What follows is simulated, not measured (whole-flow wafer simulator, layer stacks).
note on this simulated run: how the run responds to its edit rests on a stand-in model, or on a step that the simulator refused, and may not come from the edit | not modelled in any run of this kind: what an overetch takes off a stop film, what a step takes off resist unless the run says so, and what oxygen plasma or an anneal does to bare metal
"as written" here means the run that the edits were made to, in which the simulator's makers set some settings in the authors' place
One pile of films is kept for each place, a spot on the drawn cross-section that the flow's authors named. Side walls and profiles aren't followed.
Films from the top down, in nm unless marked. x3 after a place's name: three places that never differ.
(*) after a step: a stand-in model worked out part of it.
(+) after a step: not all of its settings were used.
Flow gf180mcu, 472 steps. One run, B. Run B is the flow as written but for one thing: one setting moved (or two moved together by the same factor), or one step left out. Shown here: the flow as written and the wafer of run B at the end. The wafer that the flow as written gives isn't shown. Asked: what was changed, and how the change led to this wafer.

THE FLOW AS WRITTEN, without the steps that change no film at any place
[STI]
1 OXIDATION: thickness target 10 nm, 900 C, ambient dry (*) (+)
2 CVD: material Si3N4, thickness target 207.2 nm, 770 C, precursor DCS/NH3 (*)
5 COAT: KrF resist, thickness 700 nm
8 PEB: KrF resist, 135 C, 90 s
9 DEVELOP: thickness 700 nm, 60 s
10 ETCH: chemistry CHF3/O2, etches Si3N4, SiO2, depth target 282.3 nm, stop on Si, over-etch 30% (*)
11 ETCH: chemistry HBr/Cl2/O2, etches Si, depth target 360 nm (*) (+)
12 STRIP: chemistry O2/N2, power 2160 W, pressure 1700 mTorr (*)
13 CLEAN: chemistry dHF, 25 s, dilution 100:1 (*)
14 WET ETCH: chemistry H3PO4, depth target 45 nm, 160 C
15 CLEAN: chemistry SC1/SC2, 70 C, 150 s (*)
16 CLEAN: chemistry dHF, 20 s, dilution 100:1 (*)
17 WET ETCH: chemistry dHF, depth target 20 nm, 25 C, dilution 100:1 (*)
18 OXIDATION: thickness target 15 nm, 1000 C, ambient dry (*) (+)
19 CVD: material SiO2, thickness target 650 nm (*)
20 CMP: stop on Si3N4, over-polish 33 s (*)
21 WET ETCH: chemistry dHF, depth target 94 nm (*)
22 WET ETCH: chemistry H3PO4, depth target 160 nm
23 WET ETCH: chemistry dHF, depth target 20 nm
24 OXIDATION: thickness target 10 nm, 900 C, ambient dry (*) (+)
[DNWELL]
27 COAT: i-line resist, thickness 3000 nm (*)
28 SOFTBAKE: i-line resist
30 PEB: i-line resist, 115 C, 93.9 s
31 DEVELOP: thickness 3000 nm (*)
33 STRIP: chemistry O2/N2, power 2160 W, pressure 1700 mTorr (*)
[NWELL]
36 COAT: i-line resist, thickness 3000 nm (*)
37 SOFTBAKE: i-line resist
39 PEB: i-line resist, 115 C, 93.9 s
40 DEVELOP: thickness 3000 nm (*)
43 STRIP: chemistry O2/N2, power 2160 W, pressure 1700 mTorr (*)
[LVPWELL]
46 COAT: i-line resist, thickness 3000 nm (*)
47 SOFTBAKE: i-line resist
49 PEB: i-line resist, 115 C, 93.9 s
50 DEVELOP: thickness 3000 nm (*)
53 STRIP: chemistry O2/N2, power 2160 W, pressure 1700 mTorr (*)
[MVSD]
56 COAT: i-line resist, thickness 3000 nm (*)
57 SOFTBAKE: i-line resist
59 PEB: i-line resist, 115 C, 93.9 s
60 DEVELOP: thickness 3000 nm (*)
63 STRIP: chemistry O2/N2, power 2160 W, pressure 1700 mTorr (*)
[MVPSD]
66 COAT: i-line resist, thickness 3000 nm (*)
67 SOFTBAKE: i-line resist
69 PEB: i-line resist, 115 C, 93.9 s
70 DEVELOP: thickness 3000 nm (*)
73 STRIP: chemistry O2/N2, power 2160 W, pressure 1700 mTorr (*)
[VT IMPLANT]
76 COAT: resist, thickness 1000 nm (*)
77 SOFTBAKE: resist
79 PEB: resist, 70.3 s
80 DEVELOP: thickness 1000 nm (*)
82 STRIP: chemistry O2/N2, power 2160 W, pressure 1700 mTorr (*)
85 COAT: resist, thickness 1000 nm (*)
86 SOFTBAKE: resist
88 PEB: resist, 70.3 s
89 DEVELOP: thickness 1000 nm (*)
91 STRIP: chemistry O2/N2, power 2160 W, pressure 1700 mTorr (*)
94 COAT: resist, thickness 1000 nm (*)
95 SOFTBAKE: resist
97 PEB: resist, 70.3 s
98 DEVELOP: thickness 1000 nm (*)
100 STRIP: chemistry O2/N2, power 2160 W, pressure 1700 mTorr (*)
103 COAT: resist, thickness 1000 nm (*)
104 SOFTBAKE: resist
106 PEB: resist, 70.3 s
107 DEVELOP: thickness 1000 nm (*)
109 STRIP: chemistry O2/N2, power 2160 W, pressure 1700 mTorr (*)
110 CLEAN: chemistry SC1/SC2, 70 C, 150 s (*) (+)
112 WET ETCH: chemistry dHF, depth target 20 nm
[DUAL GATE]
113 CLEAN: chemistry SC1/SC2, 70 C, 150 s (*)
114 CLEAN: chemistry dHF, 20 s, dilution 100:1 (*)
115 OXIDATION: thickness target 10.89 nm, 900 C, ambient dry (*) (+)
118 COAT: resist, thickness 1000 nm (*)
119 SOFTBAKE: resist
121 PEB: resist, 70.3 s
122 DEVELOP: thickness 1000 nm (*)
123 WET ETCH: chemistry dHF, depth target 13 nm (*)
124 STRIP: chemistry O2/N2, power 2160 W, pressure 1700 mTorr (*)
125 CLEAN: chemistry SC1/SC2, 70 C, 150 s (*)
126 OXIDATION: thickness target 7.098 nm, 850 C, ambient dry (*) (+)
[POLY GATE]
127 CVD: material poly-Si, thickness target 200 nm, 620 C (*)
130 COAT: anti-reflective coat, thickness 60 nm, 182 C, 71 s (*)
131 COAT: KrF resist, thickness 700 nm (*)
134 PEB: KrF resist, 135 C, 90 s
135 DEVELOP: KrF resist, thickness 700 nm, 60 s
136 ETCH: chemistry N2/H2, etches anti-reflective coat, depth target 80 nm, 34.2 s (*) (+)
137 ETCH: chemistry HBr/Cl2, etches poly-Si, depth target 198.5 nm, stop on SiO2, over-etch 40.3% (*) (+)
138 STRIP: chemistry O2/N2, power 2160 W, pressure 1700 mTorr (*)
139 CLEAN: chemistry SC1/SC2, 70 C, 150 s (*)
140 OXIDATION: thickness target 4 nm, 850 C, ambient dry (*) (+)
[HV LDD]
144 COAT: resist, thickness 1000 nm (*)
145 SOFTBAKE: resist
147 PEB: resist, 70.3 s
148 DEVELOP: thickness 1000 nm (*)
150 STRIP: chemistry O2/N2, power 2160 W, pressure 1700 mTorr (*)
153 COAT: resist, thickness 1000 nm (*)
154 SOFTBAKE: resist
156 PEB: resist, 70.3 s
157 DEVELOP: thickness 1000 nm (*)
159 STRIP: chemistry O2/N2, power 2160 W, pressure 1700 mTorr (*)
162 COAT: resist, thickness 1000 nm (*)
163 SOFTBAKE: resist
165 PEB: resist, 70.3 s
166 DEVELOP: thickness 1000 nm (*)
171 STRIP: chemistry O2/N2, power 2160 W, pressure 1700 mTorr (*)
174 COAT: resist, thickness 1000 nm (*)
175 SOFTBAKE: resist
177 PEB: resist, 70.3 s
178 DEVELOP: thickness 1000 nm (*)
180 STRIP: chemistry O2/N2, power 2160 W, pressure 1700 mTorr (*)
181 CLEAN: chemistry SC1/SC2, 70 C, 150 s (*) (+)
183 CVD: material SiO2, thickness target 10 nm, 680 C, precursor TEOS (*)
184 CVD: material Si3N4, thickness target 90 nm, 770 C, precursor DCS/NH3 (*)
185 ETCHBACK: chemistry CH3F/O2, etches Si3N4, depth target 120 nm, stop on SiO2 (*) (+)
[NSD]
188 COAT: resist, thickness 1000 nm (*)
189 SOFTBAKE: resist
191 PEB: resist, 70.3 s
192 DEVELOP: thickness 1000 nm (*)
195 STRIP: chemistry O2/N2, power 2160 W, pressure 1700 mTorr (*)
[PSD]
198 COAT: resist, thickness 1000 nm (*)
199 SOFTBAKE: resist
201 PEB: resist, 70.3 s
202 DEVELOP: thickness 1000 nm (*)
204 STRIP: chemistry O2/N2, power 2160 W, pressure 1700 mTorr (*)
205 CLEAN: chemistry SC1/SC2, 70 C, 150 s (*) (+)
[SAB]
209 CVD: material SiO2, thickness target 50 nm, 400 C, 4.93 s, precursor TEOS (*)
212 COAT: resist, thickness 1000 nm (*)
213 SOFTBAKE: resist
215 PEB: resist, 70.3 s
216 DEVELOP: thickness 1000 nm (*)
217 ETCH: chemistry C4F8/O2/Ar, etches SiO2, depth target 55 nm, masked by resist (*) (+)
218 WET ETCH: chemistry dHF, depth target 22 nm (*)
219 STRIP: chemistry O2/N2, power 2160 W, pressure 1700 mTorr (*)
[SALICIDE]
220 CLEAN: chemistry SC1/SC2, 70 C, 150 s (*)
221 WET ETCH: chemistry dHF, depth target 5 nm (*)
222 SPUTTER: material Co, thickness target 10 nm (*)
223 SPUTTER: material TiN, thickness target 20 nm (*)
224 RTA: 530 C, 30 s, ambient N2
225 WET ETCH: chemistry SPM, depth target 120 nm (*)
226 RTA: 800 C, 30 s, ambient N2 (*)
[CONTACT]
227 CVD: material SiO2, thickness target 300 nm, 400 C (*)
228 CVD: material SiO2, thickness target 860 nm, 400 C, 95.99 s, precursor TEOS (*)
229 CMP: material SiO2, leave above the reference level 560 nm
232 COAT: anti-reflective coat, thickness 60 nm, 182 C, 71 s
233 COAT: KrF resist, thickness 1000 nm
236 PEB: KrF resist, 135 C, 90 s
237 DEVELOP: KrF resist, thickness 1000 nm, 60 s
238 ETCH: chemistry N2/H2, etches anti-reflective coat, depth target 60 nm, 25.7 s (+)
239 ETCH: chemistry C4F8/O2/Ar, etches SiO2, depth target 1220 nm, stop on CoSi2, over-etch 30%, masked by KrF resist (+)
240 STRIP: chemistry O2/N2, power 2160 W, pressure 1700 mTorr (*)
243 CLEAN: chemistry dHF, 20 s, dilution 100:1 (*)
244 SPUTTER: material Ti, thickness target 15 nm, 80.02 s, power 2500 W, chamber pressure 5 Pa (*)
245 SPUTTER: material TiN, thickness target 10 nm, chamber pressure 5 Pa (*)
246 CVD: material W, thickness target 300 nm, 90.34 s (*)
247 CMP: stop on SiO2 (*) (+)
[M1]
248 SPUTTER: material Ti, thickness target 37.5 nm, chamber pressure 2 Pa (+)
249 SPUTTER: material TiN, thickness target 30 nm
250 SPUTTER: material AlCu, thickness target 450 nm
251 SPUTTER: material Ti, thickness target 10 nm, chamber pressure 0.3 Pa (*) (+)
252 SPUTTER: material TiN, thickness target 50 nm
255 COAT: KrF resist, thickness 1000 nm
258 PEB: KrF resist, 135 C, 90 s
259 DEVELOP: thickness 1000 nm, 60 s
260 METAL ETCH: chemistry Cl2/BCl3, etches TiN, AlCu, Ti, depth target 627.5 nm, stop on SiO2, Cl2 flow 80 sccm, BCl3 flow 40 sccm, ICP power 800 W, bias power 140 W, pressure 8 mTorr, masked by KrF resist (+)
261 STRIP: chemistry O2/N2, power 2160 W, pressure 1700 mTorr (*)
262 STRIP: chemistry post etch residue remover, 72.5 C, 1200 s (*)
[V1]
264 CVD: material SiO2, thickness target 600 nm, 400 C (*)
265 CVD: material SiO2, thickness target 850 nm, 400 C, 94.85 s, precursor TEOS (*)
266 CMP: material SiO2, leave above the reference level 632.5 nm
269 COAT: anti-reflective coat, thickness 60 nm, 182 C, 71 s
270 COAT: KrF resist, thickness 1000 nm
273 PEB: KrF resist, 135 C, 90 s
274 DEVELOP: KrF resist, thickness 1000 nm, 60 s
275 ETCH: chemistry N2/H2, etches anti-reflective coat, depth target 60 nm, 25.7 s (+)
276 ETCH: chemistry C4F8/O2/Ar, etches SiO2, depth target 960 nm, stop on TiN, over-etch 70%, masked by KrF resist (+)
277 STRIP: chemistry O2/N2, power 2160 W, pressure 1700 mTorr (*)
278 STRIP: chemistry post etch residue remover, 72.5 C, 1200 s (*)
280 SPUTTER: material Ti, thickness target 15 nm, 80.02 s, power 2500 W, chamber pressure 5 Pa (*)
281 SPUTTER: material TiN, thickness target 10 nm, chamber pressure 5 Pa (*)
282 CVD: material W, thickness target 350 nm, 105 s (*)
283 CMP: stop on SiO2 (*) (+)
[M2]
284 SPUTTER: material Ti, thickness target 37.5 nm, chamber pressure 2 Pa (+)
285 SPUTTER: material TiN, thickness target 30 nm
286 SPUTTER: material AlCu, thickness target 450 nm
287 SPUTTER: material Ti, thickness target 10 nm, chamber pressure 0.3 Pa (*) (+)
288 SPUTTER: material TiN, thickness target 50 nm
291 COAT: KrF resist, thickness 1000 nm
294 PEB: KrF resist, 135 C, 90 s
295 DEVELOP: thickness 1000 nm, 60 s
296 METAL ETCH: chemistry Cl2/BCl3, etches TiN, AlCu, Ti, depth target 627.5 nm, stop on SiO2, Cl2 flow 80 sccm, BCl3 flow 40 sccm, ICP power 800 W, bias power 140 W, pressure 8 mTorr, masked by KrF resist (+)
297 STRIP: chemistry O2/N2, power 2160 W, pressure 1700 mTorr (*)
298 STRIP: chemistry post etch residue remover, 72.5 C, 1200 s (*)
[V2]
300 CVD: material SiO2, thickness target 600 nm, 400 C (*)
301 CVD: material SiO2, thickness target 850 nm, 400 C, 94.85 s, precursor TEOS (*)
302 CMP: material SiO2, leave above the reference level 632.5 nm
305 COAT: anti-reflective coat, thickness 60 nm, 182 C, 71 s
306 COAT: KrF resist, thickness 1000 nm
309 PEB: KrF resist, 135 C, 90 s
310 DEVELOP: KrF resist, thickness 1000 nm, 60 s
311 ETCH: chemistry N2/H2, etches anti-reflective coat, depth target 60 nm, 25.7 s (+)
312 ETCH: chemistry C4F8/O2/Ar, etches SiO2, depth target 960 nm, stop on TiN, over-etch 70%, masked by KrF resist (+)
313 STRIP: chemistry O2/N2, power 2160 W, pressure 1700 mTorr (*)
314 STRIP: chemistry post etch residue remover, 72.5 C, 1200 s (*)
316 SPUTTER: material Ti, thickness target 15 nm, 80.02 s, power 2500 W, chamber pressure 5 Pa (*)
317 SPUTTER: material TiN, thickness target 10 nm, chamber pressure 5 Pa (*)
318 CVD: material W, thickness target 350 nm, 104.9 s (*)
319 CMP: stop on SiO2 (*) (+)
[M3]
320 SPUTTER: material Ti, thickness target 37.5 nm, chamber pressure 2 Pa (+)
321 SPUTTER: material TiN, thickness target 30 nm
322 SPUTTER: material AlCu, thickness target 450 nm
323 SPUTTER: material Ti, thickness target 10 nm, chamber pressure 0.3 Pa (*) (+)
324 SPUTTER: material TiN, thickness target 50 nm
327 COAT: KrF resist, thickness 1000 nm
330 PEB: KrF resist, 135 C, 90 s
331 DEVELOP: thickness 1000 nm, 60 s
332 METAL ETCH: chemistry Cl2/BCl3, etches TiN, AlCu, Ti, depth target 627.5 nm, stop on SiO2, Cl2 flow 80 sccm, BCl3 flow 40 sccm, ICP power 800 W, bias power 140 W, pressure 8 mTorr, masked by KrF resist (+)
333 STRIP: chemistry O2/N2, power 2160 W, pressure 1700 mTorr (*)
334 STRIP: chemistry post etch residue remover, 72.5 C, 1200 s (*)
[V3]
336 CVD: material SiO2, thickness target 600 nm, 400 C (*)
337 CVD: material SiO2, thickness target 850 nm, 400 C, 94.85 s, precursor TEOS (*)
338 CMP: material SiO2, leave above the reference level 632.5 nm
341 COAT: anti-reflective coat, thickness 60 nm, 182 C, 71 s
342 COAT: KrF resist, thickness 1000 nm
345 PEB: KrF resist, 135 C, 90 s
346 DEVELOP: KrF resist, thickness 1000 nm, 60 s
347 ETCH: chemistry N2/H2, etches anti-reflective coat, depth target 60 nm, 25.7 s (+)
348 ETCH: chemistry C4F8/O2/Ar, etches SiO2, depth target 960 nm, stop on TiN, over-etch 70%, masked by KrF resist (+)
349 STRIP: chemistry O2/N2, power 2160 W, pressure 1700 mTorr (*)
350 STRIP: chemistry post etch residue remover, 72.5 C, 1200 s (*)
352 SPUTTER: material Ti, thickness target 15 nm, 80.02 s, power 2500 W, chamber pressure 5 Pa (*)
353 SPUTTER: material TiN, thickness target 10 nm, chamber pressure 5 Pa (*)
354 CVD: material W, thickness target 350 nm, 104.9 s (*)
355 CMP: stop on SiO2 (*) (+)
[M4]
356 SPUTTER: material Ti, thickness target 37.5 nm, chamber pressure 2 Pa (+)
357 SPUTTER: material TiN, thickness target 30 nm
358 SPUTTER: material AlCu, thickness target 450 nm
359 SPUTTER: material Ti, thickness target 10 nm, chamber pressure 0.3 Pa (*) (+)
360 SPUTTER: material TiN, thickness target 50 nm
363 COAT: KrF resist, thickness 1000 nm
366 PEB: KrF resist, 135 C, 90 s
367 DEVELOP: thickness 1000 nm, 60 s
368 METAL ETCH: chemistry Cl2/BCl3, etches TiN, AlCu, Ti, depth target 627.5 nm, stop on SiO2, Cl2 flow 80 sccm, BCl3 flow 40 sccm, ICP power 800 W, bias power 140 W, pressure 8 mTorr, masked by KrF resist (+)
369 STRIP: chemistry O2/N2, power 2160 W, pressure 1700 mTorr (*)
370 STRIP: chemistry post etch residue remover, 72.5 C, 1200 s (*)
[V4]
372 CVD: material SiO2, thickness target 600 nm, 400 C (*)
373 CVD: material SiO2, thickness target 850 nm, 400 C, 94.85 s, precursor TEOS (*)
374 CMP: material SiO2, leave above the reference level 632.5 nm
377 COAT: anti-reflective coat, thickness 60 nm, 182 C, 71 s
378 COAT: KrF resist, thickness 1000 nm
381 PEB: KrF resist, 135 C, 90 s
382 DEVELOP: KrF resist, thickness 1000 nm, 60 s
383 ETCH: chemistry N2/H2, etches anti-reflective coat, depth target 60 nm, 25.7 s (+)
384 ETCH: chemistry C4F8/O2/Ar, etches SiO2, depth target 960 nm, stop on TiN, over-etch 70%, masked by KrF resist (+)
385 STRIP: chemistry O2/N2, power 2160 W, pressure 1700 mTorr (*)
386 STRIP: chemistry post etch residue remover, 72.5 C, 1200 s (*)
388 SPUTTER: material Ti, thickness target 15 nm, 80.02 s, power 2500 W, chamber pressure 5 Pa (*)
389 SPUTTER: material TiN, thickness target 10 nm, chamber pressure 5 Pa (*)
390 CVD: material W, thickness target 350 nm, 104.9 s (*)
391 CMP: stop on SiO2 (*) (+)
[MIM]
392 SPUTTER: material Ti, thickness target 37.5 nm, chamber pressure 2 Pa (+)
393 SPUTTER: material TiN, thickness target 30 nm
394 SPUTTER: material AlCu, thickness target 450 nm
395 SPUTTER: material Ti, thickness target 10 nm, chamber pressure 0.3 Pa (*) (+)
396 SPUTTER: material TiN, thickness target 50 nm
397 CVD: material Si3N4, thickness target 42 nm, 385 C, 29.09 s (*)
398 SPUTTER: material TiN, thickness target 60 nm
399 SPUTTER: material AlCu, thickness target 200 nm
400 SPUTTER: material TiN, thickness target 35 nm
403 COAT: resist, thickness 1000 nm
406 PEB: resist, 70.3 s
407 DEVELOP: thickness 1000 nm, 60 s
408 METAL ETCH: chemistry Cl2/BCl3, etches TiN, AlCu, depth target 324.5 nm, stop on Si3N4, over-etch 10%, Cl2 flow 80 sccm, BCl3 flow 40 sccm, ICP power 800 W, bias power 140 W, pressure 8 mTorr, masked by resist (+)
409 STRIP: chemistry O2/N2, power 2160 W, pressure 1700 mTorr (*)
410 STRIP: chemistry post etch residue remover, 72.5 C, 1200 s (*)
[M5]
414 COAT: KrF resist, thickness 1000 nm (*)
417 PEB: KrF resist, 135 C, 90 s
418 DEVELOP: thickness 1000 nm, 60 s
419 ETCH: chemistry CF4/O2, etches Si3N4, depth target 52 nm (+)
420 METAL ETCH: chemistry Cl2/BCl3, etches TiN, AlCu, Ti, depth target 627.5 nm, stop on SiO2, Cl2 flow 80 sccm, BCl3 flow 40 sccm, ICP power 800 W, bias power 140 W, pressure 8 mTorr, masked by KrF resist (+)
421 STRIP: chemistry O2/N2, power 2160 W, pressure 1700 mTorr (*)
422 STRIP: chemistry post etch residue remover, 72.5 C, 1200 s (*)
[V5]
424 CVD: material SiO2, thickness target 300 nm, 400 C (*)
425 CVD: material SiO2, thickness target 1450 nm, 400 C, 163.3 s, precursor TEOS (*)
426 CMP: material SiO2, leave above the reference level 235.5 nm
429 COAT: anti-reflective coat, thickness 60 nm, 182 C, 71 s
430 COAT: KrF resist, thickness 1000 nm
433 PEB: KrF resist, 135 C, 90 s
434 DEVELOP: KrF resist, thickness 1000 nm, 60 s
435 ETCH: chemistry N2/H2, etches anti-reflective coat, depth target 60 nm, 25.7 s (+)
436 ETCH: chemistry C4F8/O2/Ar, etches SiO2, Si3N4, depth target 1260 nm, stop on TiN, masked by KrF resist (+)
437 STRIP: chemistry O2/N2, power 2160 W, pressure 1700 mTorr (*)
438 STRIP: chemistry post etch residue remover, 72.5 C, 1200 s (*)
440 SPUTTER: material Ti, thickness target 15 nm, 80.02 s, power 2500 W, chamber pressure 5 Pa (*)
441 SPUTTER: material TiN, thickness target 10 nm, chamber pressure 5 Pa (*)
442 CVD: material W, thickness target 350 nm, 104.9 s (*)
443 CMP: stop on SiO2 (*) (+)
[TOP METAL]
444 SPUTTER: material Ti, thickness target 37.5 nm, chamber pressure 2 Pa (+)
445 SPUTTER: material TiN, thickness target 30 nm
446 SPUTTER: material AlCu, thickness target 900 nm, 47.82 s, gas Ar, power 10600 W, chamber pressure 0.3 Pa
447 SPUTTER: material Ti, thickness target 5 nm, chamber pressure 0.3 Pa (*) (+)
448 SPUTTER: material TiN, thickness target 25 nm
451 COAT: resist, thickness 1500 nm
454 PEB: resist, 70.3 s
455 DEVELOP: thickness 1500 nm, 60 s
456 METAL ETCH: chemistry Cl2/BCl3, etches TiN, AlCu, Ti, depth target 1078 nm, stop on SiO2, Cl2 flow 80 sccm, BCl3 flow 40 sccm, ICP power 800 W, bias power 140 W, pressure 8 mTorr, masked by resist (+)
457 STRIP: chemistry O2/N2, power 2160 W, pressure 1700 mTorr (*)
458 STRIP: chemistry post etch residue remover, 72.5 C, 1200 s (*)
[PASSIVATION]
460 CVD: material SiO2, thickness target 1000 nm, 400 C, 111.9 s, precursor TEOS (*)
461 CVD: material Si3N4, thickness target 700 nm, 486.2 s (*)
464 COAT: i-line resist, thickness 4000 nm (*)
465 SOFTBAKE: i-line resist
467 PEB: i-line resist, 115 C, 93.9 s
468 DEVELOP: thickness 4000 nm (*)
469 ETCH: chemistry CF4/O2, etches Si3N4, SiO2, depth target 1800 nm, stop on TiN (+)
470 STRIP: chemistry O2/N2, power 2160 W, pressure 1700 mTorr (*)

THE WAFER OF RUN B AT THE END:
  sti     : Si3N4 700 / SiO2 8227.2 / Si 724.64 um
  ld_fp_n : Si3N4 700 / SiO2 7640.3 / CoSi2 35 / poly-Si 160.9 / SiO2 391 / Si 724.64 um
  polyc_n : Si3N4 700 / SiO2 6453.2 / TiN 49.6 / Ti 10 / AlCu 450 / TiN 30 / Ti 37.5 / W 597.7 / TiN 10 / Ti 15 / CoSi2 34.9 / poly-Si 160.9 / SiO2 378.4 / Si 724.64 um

The cause: step 112, WET ETCH: depth target 10.8 nm was run, where the flow has depth target 20 nm.

How the change led to this, step by step:
  112 WET ETCH: chemistry dHF, depth target 20 nm
      field, field__w2, field__w3 and 43 more: SiO2 -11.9 (as written it would be: SiO2 -22)
  119 SOFTBAKE: resist
      gate_p_hv: resist +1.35 (as written it would be: resist +0.83)
  130 COAT: anti-reflective coat, thickness 60 nm, 182 C, 71 s (*)
      p_well, spacer, sd_n: anti-reflective coat +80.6 (new film) (as written it would be: anti-reflective coat +70.9 (new film))
      ldn_acc, ldp_acc: anti-reflective coat +70.8 (new film) (as written it would be: anti-reflective coat +66.9 (new film))
      (and at 69 more places)
  136 ETCH: chemistry N2/H2, etches anti-reflective coat, depth target 80 nm, 34.2 s (*) (+)
      p_well, spacer, sd_n: anti-reflective coat -80.6 (all of it), poly-Si -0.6 (as written it would be: anti-reflective coat -70.9 (all of it), poly-Si -0.85)
      field: anti-reflective coat -58.2 (all of it), poly-Si -1.17 (as written it would be: anti-reflective coat -61.5 (all of it), poly-Si -1.09)
      (and at 49 more places)
  138 STRIP: chemistry O2/N2, power 2160 W, pressure 1700 mTorr (*)
      gate: chemical SiO2 +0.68 (new film), KrF resist -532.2 (all of it), anti-reflective coat -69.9 (all of it), poly-Si -0.3 (as written it would be: chemical SiO2 +0.68 (new film), KrF resist -531.7 (all of it), anti-reflective coat -65.5 (all of it), poly-Si -0.3)
      gate_hv: chemical SiO2 +0.68 (new film), KrF resist -530.5 (all of it), anti-reflective coat -62.6 (all of it), poly-Si -0.3 (as written it would be: chemical SiO2 +0.68 (new film), KrF resist -528.4 (all of it), anti-reflective coat -61 (all of it), poly-Si -0.3)
      (and at 19 more places)
  145 SOFTBAKE: resist
      gate_p_hv: resist -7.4 (as written it would be: resist -7.98)
  154 SOFTBAKE: resist
      gate_p_hv: resist -7.4 (as written it would be: resist -7.98)
  163 SOFTBAKE: resist
      gate_p_hv: resist -7.4 (as written it would be: resist -7.98)
  175 SOFTBAKE: resist
      gate_p_hv: resist -7.4 (as written it would be: resist -7.98)
  189 SOFTBAKE: resist
      active_hv: resist -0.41 (as written it would be: resist +2.68)
      active_nat: resist +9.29 (as written it would be: resist +5.49)
      (and at 1 more place)
  199 SOFTBAKE: resist
      active_hv: resist -0.41 (as written it would be: resist +2.68)
      active_nat: resist +9.29 (as written it would be: resist +5.49)
      (and at 1 more place)
  209 CVD: material SiO2, thickness target 50 nm, 400 C, 4.93 s, precursor TEOS (*)
      active: SiO2 +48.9 (as written it would be: SiO2 +50)
      ld_drn_p: SiO2 +45 (as written it would be: SiO2 +46)
  213 SOFTBAKE: resist
      gate_p_hv: resist -8.8 (as written it would be: resist -9.34)
      ldn_ch: resist -8.81 (as written it would be: resist -9.33)
      (and at 1 more place)
  218 WET ETCH: chemistry dHF, depth target 22 nm (*)
      active: SiO2 -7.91 (all of it) (as written it would be: SiO2 -9.01 (all of it))
      sd_p: SiO2 -7.5 (all of it) (as written it would be: SiO2 -8.12 (all of it))
      (and at 1 more place)
  223 SPUTTER: material TiN, thickness target 20 nm (*)
      ld_sd_n: TiN +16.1 (new film) (as written it would be: TiN +15.5 (new film))
  225 WET ETCH: chemistry SPM, depth target 120 nm (*)
      ld_sd_n: TiN -16.1 (all of it) (as written it would be: TiN -15.5 (all of it))
  229 CMP: material SiO2, leave above the reference level 560 nm
      ldn_sep__w1, ldn_sep__w2, ldn_dft and 8 more: SiO2 -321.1 (as written it would be: SiO2 -311)
      sti, mim_1p0, pad, dice_street, iso_nw_fld, iso_fld_sub: SiO2 -306.9 (as written it would be: SiO2 -296.8)
      (and at 40 more places)
